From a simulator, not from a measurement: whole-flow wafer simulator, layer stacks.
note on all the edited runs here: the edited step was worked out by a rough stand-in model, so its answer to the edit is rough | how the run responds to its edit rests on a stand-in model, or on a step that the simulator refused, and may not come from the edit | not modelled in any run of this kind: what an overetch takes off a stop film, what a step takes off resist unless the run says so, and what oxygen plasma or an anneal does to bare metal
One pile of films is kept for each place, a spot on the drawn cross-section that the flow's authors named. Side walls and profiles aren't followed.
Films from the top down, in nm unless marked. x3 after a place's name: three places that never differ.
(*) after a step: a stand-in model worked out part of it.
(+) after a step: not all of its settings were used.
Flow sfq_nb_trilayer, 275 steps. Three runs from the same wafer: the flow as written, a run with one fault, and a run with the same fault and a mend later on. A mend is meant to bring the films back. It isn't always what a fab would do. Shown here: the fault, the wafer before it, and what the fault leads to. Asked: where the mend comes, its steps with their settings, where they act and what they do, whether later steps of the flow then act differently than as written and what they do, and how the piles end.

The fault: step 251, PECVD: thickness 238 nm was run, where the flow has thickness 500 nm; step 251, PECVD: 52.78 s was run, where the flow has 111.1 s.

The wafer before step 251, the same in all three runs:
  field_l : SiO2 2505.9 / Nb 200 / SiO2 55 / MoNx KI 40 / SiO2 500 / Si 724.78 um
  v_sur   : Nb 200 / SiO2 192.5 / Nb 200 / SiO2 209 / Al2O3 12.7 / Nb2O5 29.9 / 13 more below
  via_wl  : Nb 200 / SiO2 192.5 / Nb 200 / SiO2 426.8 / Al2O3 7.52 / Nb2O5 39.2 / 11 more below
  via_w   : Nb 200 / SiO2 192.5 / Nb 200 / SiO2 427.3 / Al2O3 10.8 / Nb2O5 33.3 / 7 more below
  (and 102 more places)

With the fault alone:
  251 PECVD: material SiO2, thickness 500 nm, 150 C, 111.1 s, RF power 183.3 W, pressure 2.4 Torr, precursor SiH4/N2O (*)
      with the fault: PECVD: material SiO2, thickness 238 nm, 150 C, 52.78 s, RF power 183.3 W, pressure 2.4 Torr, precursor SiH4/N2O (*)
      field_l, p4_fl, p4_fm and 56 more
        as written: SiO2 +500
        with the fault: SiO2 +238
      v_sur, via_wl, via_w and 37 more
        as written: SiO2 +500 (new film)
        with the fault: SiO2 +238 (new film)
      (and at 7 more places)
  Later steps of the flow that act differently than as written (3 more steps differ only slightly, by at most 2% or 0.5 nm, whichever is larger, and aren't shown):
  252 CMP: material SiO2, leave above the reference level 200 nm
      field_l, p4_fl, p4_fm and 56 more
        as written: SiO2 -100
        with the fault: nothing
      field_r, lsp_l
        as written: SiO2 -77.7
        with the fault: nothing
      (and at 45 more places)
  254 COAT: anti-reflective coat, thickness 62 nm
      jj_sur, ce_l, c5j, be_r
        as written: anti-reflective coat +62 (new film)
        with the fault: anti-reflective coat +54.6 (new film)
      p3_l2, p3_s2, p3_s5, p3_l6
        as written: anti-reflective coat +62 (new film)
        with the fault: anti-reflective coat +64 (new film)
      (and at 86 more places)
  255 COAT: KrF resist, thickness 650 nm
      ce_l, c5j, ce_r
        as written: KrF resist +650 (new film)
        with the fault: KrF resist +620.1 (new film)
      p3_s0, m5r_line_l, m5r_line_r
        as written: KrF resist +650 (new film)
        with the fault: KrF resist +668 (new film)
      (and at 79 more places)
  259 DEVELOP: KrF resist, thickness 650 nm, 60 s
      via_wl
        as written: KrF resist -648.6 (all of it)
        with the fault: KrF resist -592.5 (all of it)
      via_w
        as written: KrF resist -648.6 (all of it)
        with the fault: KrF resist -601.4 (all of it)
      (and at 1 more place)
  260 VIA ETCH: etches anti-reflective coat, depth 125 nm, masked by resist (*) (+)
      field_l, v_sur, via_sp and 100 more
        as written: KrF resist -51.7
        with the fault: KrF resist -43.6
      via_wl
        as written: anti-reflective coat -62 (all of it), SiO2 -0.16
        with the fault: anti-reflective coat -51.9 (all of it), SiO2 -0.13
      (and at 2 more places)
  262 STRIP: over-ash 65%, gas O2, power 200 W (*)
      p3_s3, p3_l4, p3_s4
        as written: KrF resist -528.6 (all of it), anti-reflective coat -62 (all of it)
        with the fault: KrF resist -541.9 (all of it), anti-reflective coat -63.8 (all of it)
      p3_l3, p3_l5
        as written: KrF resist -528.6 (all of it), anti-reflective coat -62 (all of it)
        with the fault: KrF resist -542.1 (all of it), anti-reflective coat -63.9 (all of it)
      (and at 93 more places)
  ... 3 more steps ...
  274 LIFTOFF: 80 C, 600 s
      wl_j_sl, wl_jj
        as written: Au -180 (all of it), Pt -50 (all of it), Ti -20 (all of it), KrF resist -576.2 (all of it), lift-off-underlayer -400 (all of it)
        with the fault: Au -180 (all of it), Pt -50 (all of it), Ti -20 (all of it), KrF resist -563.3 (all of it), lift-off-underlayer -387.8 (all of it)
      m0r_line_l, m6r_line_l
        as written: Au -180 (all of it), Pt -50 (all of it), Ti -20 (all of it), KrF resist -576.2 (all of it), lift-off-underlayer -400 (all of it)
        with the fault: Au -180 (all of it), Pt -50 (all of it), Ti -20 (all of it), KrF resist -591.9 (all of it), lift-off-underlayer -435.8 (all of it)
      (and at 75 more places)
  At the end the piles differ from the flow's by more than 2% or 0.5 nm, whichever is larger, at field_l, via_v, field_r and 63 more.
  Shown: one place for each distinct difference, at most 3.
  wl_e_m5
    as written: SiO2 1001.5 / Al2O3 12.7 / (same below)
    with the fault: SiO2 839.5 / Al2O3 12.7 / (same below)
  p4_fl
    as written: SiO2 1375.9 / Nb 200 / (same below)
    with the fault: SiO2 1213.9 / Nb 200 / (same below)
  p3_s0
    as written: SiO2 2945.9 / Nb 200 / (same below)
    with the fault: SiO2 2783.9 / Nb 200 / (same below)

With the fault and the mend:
  The mend comes after step 251.
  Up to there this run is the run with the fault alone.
  251a PECVD: material SiO2, thickness 262 nm, 150 C, 58.22 s, RF power 183.3 W, pressure 2.4 Torr, precursor SiH4/N2O (*) (the flow's step 251 once more, with other settings)
      field_l, v_sur, via_wl and 98 more
        SiO2 +262
      field_r, lsp_l
        SiO2 +251.3
      l0_sur, l0v
        SiO2 +256
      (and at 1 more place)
  Later steps of the flow that act differently than as written:
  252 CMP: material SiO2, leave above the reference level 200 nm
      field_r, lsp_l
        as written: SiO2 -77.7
        with the mend: SiO2 -80.1
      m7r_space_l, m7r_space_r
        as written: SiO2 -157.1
        with the mend: SiO2 -100
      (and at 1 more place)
  At the end the piles are the same as the flow's at every place that both follow.
